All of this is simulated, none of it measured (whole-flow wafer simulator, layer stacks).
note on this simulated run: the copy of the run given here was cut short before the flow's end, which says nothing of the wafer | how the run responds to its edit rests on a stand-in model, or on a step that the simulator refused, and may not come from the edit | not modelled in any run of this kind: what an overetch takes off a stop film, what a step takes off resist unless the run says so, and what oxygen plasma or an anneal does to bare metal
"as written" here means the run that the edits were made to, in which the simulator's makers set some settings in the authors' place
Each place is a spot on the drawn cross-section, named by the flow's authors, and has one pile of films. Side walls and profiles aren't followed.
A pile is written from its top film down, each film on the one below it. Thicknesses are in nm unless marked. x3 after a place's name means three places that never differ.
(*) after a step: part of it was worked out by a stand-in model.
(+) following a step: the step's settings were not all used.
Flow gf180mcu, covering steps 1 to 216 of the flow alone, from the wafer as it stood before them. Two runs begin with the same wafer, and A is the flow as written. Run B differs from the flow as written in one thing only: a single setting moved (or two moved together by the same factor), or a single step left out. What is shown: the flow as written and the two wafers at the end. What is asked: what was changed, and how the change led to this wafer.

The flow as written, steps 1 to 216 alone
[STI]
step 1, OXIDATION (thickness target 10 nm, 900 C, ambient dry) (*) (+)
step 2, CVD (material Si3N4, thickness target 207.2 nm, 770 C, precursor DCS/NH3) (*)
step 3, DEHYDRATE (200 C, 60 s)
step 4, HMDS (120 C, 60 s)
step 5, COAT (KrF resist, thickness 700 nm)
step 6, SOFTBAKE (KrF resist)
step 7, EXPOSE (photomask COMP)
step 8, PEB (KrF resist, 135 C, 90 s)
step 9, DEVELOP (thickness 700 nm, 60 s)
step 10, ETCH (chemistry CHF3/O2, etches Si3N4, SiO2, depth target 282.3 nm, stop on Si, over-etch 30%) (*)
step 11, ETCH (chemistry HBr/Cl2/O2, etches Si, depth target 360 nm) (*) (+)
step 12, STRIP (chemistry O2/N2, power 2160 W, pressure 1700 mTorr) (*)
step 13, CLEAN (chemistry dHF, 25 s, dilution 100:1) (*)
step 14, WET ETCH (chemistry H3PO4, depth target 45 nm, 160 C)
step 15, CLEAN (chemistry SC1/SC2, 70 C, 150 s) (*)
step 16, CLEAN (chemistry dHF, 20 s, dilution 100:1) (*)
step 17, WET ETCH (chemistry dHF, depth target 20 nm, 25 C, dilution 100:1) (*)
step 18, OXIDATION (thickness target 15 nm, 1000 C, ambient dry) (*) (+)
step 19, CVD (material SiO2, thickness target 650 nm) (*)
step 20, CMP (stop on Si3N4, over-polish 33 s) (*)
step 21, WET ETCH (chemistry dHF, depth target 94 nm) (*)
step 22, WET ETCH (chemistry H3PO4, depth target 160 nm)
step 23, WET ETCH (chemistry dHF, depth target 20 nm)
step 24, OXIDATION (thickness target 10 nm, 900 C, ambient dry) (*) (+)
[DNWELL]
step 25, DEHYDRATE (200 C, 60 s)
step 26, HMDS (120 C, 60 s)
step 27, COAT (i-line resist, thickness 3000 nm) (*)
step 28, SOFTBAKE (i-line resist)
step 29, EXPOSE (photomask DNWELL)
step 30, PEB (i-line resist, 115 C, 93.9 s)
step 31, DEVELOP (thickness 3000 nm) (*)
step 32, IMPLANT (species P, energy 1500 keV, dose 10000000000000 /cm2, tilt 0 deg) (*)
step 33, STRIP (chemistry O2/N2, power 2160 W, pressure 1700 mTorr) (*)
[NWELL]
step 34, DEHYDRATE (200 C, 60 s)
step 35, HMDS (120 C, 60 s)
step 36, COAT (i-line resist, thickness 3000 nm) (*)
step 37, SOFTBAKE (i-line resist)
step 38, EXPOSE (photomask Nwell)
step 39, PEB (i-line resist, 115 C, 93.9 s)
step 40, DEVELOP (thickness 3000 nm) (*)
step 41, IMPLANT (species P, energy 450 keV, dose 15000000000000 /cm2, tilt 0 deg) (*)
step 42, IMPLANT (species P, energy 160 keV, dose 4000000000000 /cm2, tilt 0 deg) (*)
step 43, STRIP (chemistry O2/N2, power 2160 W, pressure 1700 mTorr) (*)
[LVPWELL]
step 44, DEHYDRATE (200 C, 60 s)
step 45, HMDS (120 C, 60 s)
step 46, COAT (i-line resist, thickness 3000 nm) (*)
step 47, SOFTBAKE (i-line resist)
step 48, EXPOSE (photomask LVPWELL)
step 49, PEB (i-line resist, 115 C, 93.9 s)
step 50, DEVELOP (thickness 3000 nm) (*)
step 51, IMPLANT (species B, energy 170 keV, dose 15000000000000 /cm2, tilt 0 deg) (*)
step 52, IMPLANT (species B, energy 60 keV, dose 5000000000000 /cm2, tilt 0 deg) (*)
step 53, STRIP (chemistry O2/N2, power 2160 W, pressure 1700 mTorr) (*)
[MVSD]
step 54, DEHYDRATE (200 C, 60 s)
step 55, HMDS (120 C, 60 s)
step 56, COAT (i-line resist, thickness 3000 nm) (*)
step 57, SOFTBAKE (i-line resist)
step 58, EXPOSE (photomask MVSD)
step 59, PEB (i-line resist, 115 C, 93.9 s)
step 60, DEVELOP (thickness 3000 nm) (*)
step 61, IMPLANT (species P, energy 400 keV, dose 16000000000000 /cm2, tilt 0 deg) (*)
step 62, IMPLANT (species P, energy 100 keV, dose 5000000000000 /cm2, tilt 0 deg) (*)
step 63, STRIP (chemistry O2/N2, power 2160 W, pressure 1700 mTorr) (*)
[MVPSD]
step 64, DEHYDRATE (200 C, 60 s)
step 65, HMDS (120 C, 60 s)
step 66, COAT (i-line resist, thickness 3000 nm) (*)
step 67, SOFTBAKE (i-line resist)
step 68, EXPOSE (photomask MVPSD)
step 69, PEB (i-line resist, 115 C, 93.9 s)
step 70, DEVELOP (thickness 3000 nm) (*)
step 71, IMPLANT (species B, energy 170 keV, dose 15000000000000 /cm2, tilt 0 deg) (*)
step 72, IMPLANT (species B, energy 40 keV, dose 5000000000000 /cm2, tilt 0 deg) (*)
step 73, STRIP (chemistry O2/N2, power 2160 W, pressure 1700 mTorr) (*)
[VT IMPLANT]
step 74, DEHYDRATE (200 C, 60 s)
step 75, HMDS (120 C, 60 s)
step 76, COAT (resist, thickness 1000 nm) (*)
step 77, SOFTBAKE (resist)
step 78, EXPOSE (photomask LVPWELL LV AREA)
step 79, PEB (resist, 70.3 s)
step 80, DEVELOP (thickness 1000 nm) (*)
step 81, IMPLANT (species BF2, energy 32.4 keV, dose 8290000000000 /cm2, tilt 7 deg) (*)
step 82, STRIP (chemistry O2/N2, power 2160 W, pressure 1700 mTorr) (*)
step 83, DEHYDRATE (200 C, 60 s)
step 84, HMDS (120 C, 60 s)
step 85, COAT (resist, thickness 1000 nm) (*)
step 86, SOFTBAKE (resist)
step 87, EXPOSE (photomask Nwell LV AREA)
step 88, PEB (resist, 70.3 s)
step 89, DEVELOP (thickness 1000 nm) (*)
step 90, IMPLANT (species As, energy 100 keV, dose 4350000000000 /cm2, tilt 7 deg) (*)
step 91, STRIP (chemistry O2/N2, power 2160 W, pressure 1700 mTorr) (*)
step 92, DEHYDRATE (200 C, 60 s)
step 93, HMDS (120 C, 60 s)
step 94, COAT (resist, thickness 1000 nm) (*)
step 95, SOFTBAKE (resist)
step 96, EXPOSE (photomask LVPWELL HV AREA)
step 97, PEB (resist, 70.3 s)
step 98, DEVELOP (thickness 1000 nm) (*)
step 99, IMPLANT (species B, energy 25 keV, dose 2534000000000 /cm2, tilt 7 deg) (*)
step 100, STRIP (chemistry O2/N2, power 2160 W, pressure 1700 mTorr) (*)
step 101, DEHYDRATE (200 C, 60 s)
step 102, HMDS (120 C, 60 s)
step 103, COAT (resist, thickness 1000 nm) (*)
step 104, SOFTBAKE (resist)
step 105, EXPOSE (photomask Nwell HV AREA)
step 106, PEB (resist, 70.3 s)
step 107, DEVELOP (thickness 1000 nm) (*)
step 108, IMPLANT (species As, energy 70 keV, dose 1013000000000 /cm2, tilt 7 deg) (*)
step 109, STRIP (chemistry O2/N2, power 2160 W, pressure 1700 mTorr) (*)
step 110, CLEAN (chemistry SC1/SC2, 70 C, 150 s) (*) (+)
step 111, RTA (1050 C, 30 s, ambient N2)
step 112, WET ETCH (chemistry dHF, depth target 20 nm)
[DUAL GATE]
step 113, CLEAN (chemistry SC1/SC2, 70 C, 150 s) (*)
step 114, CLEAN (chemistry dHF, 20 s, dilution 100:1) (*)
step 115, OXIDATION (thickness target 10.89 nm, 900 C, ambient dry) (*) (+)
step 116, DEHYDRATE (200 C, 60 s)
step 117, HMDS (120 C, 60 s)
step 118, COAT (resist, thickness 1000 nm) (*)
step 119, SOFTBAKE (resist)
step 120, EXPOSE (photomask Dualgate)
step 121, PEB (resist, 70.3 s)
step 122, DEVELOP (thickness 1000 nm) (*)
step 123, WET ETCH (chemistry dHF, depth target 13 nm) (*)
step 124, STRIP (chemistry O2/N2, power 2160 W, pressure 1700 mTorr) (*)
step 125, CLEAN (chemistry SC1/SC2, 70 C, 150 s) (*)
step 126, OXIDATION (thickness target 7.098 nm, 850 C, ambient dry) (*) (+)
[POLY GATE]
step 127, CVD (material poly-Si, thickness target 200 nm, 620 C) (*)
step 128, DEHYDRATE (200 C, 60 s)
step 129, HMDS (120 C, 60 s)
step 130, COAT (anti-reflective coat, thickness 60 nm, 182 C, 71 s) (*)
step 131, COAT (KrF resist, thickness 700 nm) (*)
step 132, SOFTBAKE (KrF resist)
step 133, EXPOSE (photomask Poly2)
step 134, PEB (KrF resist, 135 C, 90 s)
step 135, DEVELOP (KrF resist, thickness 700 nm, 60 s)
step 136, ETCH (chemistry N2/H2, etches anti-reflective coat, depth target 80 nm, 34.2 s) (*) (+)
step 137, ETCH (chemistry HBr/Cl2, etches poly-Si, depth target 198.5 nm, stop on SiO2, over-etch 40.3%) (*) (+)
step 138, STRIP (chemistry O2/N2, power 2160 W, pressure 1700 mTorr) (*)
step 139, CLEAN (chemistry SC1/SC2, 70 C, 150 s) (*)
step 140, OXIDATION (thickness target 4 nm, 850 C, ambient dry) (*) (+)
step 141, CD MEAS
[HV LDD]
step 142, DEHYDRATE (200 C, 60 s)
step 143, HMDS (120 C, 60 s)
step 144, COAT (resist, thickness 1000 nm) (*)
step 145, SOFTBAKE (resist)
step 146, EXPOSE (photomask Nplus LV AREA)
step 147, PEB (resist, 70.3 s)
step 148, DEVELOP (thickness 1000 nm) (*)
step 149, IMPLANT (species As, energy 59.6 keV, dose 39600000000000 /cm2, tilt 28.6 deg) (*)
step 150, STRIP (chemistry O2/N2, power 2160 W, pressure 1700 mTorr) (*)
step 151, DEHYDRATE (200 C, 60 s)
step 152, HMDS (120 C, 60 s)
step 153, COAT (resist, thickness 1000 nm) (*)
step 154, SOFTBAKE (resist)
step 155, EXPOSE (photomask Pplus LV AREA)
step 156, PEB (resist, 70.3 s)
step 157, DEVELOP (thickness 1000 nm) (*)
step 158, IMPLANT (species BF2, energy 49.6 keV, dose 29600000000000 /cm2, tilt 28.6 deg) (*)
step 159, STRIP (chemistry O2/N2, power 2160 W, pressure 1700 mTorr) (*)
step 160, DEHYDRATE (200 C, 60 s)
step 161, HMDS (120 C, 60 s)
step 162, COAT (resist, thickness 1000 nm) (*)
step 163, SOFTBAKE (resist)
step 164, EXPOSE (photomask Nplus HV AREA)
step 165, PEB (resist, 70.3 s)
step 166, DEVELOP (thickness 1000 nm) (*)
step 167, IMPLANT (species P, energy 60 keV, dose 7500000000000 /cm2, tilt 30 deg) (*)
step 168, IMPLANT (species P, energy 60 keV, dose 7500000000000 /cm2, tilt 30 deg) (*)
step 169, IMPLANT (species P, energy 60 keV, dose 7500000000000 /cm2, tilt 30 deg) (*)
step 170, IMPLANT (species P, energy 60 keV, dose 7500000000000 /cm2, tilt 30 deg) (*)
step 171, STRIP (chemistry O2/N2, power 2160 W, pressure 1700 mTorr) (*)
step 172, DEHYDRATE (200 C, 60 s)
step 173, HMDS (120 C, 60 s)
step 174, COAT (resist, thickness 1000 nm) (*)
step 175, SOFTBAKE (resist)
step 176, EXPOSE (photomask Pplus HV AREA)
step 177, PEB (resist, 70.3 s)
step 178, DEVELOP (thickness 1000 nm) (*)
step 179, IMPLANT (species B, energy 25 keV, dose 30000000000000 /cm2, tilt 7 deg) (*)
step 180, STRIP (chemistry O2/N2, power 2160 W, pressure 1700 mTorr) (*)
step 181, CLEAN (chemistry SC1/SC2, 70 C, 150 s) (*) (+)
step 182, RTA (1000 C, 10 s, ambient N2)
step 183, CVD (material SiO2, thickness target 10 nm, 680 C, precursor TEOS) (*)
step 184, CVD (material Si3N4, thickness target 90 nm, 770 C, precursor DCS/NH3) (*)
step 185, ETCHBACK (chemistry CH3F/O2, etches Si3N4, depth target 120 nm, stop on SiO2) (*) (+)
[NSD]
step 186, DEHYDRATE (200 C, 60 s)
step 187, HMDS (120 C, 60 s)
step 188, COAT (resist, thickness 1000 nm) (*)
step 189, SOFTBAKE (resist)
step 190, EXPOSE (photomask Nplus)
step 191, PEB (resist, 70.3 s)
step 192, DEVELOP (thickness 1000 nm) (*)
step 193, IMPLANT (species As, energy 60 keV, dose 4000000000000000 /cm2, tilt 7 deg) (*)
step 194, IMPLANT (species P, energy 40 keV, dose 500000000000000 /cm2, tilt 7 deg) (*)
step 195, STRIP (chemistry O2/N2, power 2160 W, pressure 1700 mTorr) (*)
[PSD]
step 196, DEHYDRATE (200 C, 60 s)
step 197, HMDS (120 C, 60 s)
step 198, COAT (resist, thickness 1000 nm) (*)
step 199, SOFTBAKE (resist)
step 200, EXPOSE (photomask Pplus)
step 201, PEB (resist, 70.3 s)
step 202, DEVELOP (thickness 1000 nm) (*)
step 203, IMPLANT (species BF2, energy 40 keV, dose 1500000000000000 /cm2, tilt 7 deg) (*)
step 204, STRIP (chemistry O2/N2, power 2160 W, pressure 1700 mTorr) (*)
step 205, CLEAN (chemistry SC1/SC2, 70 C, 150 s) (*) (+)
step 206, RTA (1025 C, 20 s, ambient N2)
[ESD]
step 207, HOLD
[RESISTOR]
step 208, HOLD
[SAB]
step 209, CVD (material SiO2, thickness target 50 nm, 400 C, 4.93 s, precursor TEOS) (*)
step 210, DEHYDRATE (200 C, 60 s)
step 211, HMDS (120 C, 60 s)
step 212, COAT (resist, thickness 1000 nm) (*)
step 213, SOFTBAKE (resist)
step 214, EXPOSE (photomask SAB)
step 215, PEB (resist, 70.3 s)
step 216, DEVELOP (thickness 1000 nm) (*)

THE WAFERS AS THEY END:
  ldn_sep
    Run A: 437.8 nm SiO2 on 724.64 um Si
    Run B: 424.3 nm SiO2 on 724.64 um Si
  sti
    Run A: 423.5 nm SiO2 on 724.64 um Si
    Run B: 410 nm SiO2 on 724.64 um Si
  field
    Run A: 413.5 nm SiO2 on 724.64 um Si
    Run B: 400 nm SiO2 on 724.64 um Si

The reason: step 23, WET ETCH: depth target 30.5 nm was run, though the flow has depth target 20 nm.

How this came from the change, step by step:
  step 23, WET ETCH (chemistry dHF, depth target 20 nm)
      field, field_sub, sti and 25 more: A SiO2 loses 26 | B SiO2 loses 39.6
      m1, mim, ld_drift_n and 6 more: A SiO2 loses 26 | B SiO2 loses 39.7
  step 28, SOFTBAKE (i-line resist)
      nw_enc_fld: A i-line resist loses 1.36 | B i-line resist gains 2.29
      field: A i-line resist gains 2.45 | B i-line resist gains 1.47
      (as well as at 43 more places)
  step 37, SOFTBAKE (i-line resist)
      nw_enc_fld: A i-line resist loses 1.36 | B i-line resist gains 2.29
      field: A i-line resist gains 2.45 | B i-line resist gains 1.47
      (as well as at 43 more places)
  step 47, SOFTBAKE (i-line resist)
      nw_enc_fld: A i-line resist loses 1.36 | B i-line resist gains 2.29
      field: A i-line resist gains 2.45 | B i-line resist gains 1.47
      (as well as at 43 more places)
  step 57, SOFTBAKE (i-line resist)
      nw_enc_fld: A i-line resist loses 1.36 | B i-line resist gains 2.29
      field: A i-line resist gains 2.45 | B i-line resist gains 1.47
      (as well as at 43 more places)
  step 67, SOFTBAKE (i-line resist)
      nw_enc_fld: A i-line resist loses 1.36 | B i-line resist gains 2.29
      field: A i-line resist gains 2.45 | B i-line resist gains 1.47
      (as well as at 43 more places)
  step 77, SOFTBAKE (resist)
      field_sub__w2: A resist loses 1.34 | B resist loses 0.79
      gate_p_hv: A resist gains 1.75 | B resist gains 1.05
      (as well as at 3 more places)
  step 86, SOFTBAKE (resist)
      field_sub__w2: A resist loses 1.34 | B resist loses 0.79
      gate_p_hv: A resist gains 1.75 | B resist gains 1.05
      (as well as at 3 more places)
  step 95, SOFTBAKE (resist)
      field_sub__w2: A resist loses 1.34 | B resist loses 0.79
      gate_p_hv: A resist gains 1.75 | B resist gains 1.05
      (as well as at 3 more places)
  step 104, SOFTBAKE (resist)
      field_sub__w2: A resist loses 1.34 | B resist loses 0.79
      gate_p_hv: A resist gains 1.75 | B resist gains 1.05
      (as well as at 3 more places)
  step 119, SOFTBAKE (resist)
      contact: A resist loses 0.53 | B nothing
      gate_hv5: A resist gains 0.61 | B nothing
      (as well as at 5 more places)
  step 130, COAT (anti-reflective coat, thickness 60 nm, 182 C, 71 s) (*)
      p_well, spacer, sd_n: A anti-reflective coat gains 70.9 (new film) | B anti-reflective coat gains 57.8 (new film)
      ldn_ch, ldp_ch: A anti-reflective coat gains 66.7 (new film) | B anti-reflective coat gains 62.1 (new film)
      (as well as at 73 more places)
  step 136, ETCH (chemistry N2/H2, etches anti-reflective coat, depth target 80 nm, 34.2 s) (*) (+)
      p_well, spacer, sd_n: A anti-reflective coat loses 70.9 (all of it), poly-Si loses 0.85 | B anti-reflective coat loses 57.8 (all of it), poly-Si loses 1.18
      ldn_dft, ldp_dft: A anti-reflective coat loses 48.7 (all of it), poly-Si loses 1.42 | B anti-reflective coat loses 56 (all of it), poly-Si loses 1.23
      (as well as at 50 more places)
  step 138, STRIP (chemistry O2/N2, power 2160 W, pressure 1700 mTorr) (*)
      gate: A chemical SiO2 gains 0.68 (new film), KrF resist loses 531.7 (all of it), anti-reflective coat loses 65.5 (all of it), poly-Si loses 0.3 | B chemical SiO2 gains 0.69 (new film), KrF resist loses 529.9 (all of it), anti-reflective coat loses 59.5 (all of it), poly-Si loses 0.3
      gate_hv: A chemical SiO2 gains 0.68 (new film), KrF resist loses 528.4 (all of it), anti-reflective coat loses 61 (all of it), poly-Si loses 0.3 | B chemical SiO2 gains 0.69 (new film), KrF resist loses 524.9 (all of it), anti-reflective coat loses 59 (all of it), poly-Si loses 0.3
      (as well as at 21 more places)
  step 144, COAT (resist, thickness 1000 nm) (*)
      field__w6: A resist gains 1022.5 (new film) | B resist gains 1053.1 (new film)
  step 145, SOFTBAKE (resist)
      field: A resist loses 0.3 | B resist gains 2.85
      nw_enc_fld_lv__w3: A resist gains 2.63 | B resist loses 0.98
      (as well as at 8 more places)
  ... 16 further steps ...
  step 213, SOFTBAKE (resist)
      nw_enc_fld_lv__w3: A resist gains 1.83 | B resist loses 2.02
      iso_ptap_sub: A resist gains 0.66 | B nothing
      (as well as at 11 more places)
